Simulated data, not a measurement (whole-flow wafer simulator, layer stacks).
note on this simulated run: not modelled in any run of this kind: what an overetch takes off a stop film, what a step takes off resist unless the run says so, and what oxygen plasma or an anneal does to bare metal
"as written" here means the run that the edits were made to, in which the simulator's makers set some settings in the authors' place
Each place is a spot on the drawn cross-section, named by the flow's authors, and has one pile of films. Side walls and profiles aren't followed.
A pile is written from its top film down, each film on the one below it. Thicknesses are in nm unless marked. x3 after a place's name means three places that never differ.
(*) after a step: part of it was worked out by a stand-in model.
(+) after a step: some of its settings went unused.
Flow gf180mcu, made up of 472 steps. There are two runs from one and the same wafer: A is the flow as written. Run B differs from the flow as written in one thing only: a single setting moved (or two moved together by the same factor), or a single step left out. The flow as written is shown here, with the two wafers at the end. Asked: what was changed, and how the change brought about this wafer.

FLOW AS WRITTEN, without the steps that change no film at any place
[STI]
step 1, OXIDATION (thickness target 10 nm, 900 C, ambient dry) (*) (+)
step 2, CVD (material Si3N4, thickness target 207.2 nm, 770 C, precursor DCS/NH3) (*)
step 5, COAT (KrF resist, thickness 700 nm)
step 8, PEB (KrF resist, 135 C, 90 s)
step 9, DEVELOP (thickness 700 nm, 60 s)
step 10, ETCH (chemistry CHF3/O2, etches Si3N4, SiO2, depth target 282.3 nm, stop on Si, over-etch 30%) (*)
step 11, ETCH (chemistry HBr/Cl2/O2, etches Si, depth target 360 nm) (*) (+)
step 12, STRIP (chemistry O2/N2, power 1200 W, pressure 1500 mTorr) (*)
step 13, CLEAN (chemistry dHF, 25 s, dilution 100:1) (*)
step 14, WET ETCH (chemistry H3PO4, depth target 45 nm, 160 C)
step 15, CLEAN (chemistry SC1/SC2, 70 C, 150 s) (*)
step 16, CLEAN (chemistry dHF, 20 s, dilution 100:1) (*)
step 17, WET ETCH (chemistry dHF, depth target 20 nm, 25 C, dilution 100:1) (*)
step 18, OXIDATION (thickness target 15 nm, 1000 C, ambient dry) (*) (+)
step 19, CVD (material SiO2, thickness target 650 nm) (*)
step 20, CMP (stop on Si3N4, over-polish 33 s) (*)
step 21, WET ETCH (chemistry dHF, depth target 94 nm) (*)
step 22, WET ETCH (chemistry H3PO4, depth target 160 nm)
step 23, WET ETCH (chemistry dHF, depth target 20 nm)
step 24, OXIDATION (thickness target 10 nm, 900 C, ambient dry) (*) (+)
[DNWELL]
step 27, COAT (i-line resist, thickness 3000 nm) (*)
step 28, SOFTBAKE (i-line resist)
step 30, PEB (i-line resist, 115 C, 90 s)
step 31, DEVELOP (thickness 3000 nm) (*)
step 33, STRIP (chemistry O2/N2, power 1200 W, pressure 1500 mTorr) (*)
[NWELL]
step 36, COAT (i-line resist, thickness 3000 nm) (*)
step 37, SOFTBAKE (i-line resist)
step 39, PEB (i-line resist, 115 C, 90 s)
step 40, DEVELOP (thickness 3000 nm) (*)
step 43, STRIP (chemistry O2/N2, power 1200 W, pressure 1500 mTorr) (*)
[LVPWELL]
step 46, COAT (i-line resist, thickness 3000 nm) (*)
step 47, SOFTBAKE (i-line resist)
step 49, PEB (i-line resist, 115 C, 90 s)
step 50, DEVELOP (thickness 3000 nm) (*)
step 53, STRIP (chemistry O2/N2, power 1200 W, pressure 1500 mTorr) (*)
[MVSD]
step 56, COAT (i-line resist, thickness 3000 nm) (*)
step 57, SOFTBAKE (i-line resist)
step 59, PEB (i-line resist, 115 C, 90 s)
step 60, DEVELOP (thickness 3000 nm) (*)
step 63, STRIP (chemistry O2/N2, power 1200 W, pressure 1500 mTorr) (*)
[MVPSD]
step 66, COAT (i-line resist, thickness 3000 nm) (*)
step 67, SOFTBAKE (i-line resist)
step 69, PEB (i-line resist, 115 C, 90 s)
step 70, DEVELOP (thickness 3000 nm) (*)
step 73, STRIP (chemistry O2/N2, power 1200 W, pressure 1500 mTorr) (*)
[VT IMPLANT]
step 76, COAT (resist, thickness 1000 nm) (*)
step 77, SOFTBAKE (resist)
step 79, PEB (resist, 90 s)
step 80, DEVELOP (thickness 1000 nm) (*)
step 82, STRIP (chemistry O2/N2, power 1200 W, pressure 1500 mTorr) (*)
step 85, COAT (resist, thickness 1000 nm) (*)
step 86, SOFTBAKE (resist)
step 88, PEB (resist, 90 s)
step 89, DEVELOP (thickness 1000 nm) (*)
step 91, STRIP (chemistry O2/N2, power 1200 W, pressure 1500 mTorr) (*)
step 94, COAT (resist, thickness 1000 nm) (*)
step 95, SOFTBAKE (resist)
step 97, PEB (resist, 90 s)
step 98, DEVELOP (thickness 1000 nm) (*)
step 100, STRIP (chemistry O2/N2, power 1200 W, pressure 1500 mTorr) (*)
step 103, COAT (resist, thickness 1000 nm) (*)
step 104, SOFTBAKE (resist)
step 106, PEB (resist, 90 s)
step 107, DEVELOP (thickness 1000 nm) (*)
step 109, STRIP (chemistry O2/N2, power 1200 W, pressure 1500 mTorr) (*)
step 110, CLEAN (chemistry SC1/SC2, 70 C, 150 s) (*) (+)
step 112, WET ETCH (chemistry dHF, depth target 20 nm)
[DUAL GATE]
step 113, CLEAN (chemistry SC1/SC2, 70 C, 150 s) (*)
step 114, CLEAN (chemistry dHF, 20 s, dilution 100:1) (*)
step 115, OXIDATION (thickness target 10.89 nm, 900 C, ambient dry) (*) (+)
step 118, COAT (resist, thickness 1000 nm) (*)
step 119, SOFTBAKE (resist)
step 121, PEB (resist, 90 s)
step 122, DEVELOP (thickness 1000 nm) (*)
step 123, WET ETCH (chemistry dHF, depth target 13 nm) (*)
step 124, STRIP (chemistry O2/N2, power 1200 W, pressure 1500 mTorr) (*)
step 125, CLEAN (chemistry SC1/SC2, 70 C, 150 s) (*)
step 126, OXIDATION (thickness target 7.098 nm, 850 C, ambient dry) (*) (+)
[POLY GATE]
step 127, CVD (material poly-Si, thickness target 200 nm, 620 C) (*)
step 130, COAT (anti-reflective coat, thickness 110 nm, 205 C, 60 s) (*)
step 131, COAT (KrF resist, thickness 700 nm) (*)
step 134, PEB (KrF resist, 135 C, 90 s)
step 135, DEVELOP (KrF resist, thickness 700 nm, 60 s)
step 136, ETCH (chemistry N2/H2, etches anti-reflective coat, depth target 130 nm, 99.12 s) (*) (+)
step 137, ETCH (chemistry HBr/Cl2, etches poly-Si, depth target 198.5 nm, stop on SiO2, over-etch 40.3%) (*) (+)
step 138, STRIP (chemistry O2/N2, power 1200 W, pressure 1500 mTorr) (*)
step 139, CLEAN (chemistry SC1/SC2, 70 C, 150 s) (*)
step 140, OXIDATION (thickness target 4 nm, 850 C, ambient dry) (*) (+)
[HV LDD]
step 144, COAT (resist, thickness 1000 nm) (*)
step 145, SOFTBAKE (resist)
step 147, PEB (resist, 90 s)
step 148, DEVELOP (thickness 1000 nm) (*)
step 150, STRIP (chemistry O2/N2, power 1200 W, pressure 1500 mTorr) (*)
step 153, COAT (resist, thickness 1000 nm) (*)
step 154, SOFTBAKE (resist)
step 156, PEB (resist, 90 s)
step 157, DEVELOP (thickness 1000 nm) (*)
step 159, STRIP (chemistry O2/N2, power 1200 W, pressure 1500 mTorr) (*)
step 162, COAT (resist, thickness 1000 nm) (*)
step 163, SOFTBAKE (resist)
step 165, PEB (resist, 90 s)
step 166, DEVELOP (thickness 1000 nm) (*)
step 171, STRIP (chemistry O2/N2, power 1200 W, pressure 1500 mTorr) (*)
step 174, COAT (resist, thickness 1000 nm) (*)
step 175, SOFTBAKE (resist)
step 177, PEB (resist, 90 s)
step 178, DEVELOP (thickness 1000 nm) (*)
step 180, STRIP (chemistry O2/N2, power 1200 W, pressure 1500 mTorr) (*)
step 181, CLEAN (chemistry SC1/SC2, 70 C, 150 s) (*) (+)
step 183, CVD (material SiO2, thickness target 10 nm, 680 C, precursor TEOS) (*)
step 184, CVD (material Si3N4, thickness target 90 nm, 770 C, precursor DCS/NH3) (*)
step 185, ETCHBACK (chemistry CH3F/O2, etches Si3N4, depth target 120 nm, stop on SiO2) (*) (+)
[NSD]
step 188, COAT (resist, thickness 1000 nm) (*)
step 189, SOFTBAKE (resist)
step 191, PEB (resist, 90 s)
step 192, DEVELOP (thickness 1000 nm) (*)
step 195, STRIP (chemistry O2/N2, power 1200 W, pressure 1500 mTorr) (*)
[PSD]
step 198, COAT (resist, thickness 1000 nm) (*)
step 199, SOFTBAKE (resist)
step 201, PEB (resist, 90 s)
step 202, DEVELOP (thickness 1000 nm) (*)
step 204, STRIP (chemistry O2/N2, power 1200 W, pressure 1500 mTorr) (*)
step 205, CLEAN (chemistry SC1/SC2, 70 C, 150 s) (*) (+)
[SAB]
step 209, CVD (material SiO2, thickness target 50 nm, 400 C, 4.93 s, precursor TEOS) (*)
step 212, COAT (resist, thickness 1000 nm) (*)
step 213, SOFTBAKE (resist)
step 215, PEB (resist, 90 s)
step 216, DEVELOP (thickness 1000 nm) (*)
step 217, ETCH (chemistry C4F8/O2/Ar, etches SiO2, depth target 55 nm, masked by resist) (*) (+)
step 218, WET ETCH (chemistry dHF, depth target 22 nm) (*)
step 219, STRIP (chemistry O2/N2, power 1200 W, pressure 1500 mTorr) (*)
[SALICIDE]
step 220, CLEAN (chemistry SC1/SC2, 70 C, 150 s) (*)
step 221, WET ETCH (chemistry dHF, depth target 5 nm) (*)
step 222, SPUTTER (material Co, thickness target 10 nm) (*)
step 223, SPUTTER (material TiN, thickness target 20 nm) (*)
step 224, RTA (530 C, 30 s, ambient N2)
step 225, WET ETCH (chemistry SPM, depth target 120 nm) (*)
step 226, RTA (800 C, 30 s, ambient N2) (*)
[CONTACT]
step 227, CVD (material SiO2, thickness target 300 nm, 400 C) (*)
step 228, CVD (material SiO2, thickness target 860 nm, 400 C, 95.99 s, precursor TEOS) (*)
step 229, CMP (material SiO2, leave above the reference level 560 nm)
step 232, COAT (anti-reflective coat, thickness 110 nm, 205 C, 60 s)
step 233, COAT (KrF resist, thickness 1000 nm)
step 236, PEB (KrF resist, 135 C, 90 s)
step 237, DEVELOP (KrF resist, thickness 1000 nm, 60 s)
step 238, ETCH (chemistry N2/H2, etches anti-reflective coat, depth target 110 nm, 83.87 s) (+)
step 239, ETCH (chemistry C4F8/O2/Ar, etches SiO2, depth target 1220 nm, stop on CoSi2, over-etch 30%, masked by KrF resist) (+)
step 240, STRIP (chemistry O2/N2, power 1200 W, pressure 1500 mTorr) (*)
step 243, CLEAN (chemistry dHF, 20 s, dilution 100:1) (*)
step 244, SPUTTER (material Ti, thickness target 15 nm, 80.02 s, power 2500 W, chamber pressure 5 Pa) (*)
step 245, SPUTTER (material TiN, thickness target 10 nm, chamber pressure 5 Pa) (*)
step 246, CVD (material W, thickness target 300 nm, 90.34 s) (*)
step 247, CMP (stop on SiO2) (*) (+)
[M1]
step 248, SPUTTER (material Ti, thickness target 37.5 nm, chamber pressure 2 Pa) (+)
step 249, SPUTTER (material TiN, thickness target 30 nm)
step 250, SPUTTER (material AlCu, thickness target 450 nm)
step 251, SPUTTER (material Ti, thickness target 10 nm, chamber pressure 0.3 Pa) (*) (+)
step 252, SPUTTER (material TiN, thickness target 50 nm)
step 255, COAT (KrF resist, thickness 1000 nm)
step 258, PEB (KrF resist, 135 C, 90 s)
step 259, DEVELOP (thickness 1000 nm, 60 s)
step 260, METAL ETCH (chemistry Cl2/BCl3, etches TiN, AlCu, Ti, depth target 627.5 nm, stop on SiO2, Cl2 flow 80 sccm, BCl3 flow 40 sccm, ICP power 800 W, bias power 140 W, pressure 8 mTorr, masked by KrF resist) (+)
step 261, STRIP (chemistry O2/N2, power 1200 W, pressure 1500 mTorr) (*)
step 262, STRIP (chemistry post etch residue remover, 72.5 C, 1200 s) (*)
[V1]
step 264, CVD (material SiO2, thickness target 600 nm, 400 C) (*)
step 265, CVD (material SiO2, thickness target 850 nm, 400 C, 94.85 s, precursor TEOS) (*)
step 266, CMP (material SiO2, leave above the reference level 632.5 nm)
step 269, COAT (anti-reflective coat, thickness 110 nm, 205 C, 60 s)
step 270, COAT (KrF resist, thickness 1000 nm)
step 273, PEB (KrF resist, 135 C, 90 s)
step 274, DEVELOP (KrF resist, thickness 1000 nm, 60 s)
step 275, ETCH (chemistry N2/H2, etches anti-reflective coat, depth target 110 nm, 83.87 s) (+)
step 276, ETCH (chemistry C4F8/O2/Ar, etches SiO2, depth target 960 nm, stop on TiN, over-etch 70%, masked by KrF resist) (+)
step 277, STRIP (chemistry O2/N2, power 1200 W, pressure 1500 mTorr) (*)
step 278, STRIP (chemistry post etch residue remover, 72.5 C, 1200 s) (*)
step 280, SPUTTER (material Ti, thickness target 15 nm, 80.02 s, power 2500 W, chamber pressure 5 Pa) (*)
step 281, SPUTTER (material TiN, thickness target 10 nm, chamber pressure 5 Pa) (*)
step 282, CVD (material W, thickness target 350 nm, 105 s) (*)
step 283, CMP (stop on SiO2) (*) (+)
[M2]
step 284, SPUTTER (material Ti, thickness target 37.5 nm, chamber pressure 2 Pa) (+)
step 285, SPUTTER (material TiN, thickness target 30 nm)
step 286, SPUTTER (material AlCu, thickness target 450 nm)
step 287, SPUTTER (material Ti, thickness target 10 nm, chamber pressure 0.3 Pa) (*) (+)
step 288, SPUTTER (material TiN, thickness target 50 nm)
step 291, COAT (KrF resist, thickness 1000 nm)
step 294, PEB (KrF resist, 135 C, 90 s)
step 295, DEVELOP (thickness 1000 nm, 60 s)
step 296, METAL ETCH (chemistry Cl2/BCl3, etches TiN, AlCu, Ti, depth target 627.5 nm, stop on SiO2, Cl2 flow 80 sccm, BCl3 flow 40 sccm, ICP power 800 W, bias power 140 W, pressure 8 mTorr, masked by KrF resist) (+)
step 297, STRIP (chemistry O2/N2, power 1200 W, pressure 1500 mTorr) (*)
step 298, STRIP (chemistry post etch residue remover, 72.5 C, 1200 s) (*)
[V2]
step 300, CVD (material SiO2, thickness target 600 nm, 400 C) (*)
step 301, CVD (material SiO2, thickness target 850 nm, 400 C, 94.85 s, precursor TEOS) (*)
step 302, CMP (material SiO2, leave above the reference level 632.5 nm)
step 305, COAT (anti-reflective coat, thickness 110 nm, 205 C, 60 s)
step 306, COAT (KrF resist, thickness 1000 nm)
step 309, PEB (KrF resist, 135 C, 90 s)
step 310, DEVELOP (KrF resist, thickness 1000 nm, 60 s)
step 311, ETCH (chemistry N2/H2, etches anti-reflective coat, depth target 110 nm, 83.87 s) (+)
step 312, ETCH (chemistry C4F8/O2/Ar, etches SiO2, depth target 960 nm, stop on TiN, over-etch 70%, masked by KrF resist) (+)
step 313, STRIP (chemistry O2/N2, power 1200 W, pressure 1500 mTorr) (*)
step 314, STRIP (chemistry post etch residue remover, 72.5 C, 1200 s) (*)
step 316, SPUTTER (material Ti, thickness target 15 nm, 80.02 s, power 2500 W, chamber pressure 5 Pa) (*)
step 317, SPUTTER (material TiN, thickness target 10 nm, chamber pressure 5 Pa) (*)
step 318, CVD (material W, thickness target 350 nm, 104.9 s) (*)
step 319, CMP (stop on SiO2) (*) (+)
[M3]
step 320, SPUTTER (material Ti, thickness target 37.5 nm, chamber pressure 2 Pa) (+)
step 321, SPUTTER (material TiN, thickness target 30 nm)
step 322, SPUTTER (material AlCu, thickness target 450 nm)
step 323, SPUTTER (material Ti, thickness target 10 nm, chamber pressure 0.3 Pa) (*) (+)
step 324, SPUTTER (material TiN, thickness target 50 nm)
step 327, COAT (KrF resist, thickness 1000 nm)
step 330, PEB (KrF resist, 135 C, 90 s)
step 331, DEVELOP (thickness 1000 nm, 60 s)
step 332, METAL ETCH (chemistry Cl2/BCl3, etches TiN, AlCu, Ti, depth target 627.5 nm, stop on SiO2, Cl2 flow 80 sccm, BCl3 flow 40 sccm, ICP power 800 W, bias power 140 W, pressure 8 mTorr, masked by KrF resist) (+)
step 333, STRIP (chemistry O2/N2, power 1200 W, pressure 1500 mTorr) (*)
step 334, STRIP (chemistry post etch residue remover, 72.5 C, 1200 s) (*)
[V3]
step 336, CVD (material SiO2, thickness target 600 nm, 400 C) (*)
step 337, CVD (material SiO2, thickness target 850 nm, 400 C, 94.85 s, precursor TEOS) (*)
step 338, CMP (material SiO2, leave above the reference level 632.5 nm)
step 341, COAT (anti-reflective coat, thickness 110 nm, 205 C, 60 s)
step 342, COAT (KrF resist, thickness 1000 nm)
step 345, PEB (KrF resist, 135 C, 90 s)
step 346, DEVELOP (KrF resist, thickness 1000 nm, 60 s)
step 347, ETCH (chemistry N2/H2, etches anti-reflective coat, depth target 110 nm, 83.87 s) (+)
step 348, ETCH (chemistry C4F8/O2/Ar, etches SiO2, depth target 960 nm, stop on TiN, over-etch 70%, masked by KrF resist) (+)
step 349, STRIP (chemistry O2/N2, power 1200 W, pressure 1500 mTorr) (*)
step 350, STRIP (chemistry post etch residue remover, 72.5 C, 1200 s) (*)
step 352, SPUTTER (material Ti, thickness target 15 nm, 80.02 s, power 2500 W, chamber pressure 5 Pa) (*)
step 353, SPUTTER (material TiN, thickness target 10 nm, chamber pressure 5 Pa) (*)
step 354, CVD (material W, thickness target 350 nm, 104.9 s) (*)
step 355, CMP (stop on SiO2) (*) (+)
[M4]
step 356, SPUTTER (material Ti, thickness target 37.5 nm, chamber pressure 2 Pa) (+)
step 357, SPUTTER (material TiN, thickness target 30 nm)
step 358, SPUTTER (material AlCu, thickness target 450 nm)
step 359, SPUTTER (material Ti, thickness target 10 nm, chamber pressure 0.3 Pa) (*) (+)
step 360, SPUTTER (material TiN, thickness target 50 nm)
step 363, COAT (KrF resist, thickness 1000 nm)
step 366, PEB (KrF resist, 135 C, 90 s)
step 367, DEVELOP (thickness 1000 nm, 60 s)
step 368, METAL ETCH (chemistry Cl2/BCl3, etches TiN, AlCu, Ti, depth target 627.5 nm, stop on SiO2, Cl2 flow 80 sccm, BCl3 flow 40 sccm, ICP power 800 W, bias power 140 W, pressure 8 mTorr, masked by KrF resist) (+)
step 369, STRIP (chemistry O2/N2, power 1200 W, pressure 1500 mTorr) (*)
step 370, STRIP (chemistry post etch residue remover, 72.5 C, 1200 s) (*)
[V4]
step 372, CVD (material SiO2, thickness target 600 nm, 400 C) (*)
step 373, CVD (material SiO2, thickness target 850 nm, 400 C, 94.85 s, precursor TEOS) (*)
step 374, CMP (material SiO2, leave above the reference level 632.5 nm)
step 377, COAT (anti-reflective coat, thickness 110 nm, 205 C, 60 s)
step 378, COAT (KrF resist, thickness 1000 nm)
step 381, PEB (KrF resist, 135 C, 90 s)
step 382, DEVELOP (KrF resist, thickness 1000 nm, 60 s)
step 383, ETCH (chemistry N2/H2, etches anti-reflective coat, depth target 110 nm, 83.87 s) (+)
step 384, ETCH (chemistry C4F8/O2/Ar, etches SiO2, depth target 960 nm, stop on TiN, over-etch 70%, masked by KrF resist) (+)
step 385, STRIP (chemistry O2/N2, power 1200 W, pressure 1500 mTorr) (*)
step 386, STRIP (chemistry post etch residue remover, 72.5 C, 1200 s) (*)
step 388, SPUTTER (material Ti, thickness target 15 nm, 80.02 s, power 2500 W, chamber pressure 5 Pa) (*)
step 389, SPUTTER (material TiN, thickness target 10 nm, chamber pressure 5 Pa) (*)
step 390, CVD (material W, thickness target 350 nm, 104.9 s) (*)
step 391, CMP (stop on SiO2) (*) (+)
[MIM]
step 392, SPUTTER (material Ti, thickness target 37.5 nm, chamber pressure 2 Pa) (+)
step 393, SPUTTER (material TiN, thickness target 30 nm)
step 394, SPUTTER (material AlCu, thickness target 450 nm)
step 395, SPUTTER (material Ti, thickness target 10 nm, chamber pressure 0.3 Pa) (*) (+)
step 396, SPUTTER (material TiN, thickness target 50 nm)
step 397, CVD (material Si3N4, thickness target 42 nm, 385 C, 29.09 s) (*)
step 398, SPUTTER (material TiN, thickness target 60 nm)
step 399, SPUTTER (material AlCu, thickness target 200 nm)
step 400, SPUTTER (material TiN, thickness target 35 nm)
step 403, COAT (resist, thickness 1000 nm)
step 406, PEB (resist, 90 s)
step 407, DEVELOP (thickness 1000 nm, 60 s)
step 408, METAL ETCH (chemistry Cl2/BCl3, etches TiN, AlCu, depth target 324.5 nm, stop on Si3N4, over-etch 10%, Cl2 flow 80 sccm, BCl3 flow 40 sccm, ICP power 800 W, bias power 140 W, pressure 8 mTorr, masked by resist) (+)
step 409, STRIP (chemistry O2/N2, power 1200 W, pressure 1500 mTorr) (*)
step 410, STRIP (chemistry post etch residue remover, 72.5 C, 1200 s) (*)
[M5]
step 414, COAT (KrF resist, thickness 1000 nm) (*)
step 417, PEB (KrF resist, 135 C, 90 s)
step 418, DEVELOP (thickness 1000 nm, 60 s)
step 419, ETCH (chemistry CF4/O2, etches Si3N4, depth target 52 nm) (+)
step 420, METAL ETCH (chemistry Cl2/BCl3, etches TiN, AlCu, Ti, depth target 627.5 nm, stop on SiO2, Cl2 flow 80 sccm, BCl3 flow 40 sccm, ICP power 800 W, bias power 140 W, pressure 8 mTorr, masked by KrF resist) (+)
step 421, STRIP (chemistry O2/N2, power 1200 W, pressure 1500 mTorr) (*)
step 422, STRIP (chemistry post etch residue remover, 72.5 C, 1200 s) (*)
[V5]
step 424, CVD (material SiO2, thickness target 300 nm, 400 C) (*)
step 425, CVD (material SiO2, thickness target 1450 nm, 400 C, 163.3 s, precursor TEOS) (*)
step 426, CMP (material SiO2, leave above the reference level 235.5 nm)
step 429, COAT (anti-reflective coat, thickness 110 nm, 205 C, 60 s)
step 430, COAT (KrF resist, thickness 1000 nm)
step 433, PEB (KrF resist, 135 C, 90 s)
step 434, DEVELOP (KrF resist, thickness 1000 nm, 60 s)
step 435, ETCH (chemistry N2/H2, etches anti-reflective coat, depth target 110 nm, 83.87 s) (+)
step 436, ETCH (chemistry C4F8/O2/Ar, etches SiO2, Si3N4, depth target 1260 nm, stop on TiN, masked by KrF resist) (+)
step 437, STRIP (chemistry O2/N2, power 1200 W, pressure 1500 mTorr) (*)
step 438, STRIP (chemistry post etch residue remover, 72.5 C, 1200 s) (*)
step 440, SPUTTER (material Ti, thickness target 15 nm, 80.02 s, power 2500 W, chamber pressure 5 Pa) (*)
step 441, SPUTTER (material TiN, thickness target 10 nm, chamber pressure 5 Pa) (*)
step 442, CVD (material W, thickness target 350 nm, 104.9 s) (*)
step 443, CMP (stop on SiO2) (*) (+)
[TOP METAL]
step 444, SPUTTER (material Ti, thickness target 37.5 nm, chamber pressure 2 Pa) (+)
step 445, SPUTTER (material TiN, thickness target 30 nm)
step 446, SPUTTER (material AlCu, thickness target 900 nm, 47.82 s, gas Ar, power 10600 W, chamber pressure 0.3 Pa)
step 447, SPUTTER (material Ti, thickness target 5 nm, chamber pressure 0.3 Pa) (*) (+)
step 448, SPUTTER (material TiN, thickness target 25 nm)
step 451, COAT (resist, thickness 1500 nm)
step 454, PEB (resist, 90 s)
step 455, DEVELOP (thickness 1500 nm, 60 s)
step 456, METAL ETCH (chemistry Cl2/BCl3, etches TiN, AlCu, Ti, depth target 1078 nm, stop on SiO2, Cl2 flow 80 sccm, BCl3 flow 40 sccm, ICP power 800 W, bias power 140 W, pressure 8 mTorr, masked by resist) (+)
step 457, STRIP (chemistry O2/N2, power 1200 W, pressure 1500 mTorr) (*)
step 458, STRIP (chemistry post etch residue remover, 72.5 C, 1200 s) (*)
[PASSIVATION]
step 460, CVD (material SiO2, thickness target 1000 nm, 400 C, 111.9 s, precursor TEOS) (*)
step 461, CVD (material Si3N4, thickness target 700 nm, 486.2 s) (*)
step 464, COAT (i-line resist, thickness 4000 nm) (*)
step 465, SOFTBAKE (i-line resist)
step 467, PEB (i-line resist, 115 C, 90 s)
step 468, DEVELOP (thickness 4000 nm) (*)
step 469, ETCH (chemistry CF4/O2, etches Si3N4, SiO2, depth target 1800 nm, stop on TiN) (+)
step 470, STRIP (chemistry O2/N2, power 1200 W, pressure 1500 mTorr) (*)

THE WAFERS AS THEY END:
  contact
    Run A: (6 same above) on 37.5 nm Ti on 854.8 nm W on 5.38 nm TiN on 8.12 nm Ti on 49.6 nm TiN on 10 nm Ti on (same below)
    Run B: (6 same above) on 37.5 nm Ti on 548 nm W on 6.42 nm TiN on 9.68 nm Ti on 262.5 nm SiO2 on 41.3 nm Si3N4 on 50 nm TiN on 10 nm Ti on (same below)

Cause: step 436, ETCH: depth target 567 nm was run, though the flow has depth target 1260 nm.

How this came from the change, step by step:
  step 436, ETCH (chemistry C4F8/O2/Ar, etches SiO2, Si3N4, depth target 1260 nm, stop on TiN, masked by KrF resist) (+)
      contact: A -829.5 SiO2 (all of it), -41.3 Si3N4 (all of it) | B -567 SiO2
      field, field__w1, field__w2 and 108 more: A -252 KrF resist | B -113.4 KrF resist
  step 437, STRIP (chemistry O2/N2, power 1200 W, pressure 1500 mTorr) (*)
      field, field__w1, field__w2 and 108 more: A -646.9 KrF resist (all of it), -110 anti-reflective coat (all of it) | B -785.5 KrF resist (all of it), -110 anti-reflective coat (all of it)
  step 440, SPUTTER (material Ti, thickness target 15 nm, 80.02 s, power 2500 W, chamber pressure 5 Pa) (*)
      contact: A +8.12 Ti (new film) | B +9.68 Ti (new film)
  step 441, SPUTTER (material TiN, thickness target 10 nm, chamber pressure 5 Pa) (*)
      contact: A +5.38 TiN (new film) | B +6.42 TiN (new film)
  step 442, CVD (material W, thickness target 350 nm, 104.9 s) (*)
      contact: A +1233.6 W (new film) | B +926.7 W (new film)
Taking metal films that touch as one body, contact has 2 bodies (between them, from the top down: SiO2 262.5 / Si3N4 41.3); the flow as written gives 1 body.
